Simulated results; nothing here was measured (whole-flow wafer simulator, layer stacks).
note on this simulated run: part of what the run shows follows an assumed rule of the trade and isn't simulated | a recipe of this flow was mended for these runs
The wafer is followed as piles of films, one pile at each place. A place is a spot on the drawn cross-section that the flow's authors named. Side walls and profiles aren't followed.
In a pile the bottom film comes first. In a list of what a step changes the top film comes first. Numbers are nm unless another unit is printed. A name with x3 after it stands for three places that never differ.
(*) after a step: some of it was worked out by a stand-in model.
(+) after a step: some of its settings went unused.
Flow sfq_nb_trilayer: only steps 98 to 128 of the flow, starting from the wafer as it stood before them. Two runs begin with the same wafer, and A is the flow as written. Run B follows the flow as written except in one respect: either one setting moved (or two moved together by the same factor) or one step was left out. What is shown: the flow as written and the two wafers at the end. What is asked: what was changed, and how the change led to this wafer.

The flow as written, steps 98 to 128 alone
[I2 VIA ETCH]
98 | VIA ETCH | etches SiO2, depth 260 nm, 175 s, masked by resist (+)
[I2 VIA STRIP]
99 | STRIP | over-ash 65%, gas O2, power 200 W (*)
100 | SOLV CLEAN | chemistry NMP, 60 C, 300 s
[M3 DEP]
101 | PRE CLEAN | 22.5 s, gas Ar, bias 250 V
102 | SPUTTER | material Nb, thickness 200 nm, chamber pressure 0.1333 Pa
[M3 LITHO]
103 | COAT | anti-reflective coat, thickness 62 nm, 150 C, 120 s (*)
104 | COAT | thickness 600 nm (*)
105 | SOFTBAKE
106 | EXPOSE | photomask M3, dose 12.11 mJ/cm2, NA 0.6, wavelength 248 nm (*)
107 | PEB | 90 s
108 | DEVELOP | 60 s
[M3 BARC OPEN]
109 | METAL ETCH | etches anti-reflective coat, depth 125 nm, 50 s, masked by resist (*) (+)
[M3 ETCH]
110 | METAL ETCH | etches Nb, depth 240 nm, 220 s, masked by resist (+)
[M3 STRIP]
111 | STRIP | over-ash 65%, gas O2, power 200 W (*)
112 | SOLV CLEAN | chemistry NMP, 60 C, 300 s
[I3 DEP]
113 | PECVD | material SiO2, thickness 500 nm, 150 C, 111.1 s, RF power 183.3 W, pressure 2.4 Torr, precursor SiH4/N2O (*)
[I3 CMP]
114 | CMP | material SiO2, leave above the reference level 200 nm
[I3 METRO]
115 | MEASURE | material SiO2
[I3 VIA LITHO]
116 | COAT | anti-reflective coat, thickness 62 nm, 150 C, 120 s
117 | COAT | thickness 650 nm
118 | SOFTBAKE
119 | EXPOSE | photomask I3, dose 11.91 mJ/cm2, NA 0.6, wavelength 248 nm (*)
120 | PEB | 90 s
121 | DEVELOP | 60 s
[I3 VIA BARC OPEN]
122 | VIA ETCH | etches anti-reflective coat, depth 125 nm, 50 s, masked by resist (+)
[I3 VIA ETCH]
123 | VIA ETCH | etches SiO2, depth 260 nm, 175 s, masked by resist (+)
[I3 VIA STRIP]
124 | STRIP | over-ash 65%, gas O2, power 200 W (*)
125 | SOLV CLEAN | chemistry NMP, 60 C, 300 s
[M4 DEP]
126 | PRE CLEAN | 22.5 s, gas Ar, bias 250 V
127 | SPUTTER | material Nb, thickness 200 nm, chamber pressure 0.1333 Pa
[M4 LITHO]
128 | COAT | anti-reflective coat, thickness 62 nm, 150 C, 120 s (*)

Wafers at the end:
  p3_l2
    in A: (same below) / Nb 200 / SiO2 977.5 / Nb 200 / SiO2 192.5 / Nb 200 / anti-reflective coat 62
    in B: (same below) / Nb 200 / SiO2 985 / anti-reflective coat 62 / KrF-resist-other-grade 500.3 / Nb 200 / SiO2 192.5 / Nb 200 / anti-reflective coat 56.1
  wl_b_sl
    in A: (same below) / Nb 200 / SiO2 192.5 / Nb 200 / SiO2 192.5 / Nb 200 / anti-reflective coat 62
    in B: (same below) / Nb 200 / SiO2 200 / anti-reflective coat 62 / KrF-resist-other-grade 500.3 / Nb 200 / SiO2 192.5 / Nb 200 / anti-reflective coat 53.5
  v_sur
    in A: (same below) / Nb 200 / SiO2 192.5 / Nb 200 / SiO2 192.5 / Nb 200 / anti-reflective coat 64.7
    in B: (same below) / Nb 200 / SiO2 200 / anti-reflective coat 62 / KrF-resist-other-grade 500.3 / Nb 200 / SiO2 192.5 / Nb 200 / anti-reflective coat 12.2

What caused this: step 99, STRIP: over-ash 65%, gas O2, power 200 W (*), was not run.

How this came from the change, step by step:
  101 | PRE CLEAN | 22.5 s, gas Ar, bias 250 V
      field_l, v_sur, via_wl and 102 more: A -7.5 SiO2 | B -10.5 KrF-resist-other-grade
  102 | SPUTTER | material Nb, thickness 200 nm, chamber pressure 0.1333 Pa
      via_w: A +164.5 Nb | B +80.7 Nb
  103 | COAT | anti-reflective coat, thickness 62 nm, 150 C, 120 s (*)
      via_wl, via_wr: A +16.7 anti-reflective coat (new film) | B +14.1 anti-reflective coat (new film)
      field_l: A +67.6 anti-reflective coat (new film) | B +59.9 anti-reflective coat (new film)
      (also at 5 further places)
  104 | COAT | thickness 600 nm (*)
      field_l: A +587 KrF-resist-other-grade (new film) | B +572.3 KrF-resist-other-grade (new film)
      v_sur: A +596.4 KrF-resist-other-grade (new film) | B +563.6 KrF-resist-other-grade (new film)
      (also at 4 further places)
  107 | PEB | 90 s
      via_w: A -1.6 KrF-resist-other-grade | B -3.21 KrF-resist-other-grade
  108 | DEVELOP | 60 s
      field_l: A -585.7 KrF-resist-other-grade (all of it) | B -571.1 KrF-resist-other-grade (all of it)
  109 | METAL ETCH | etches anti-reflective coat, depth 125 nm, 50 s, masked by resist (*) (+)
      field_l: A -67.6 anti-reflective coat (all of it) | B -59.9 anti-reflective coat (all of it)
  110 | METAL ETCH | etches Nb, depth 240 nm, 220 s, masked by resist (+)
      field_l, be, be_sur and 72 more: A -200 Nb (all of it), -4 SiO2 | B -200 Nb (all of it), -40 KrF-resist-other-grade
  111 | STRIP | over-ash 65%, gas O2, power 200 W (*)
      field_l, be, be_sur and 72 more: A nothing | B -460.3 KrF-resist-other-grade (all of it), -62 anti-reflective coat (all of it)
      v_sur: A -361 KrF-resist-other-grade (all of it), -46 anti-reflective coat (all of it) | B -328.3 KrF-resist-other-grade (all of it), -39.4 anti-reflective coat (all of it)
      (also at 6 further places)
  113 | PECVD | material SiO2, thickness 500 nm, 150 C, 111.1 s, RF power 183.3 W, pressure 2.4 Torr, precursor SiH4/N2O (*)
      via_w: A +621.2 SiO2 (new film) | B +200.5 SiO2 (new film), +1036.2 void (new film), +156.4 SiO2 (new film)
      p4_g1, p4_g2, p3_s0, p3_s1, p3_s2, p3_s3, p3_s4, p3_s5: A +561.1 SiO2 | B +500 SiO2
  114 | CMP | material SiO2, leave above the reference level 200 nm
      field_l, be, be_sur and 64 more: A -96 SiO2 | B nothing
      p4_g1, p4_g2, p3_s0, p3_s1, p3_s2, p3_s3, p3_s4, p3_s5: A -157.1 SiO2 | B nothing
      (also at 1 further place)
  116 | COAT | anti-reflective coat, thickness 62 nm, 150 C, 120 s
      m0r_line_l x3, m0r_line_r x3: A +62 anti-reflective coat (new film) | B +15.8 anti-reflective coat (new film)
      m0r_space_l, m0r_space_r, m6r_space_l x2, m6r_space_r x2: A +62 anti-reflective coat (new film) | B +171.6 anti-reflective coat (new film)
      (also at 94 further places)
  117 | COAT | thickness 650 nm
      p3_fr, m0r_line_l x3, m0r_line_r x3: A +650 KrF-resist-other-grade (new film) | B +899.2 KrF-resist-other-grade (new film)
      m0r_space_l, m0r_space_r, m6r_space_l x2, m6r_space_r x2: A +650 KrF-resist-other-grade (new film) | B +768.4 KrF-resist-other-grade (new film)
      (also at 93 further places)
  120 | PEB | 90 s
      p3_fr, m0r_line_l x3, m0r_line_r x3: A -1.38 KrF-resist-other-grade | B -2.02 KrF-resist-other-grade
      p3_s1, p3_s2, p3_s3: A -1.38 KrF-resist-other-grade | B -2.18 KrF-resist-other-grade
      (also at 10 further places)
  121 | DEVELOP | 60 s
      via_v: A -648.6 KrF-resist-other-grade (all of it) | B -527.9 KrF-resist-other-grade (all of it)
  122 | VIA ETCH | etches anti-reflective coat, depth 125 nm, 50 s, masked by resist (+)
      via_v: A -62 anti-reflective coat (all of it), -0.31 SiO2 | B -29.9 anti-reflective coat (all of it), -0.48 SiO2
  ... 2 other steps ...
  128 | COAT | anti-reflective coat, thickness 62 nm, 150 C, 120 s (*)
      m0r_space_l, m0r_space_r, m6r_space_l x2, m6r_space_r x2: A +62 anti-reflective coat (new film) | B +194.4 anti-reflective coat (new film)
      p3_l2, p3_l3, wl_c_m6: A +62 anti-reflective coat (new film) | B +56.1 anti-reflective coat (new film)
      (also at 81 further places)
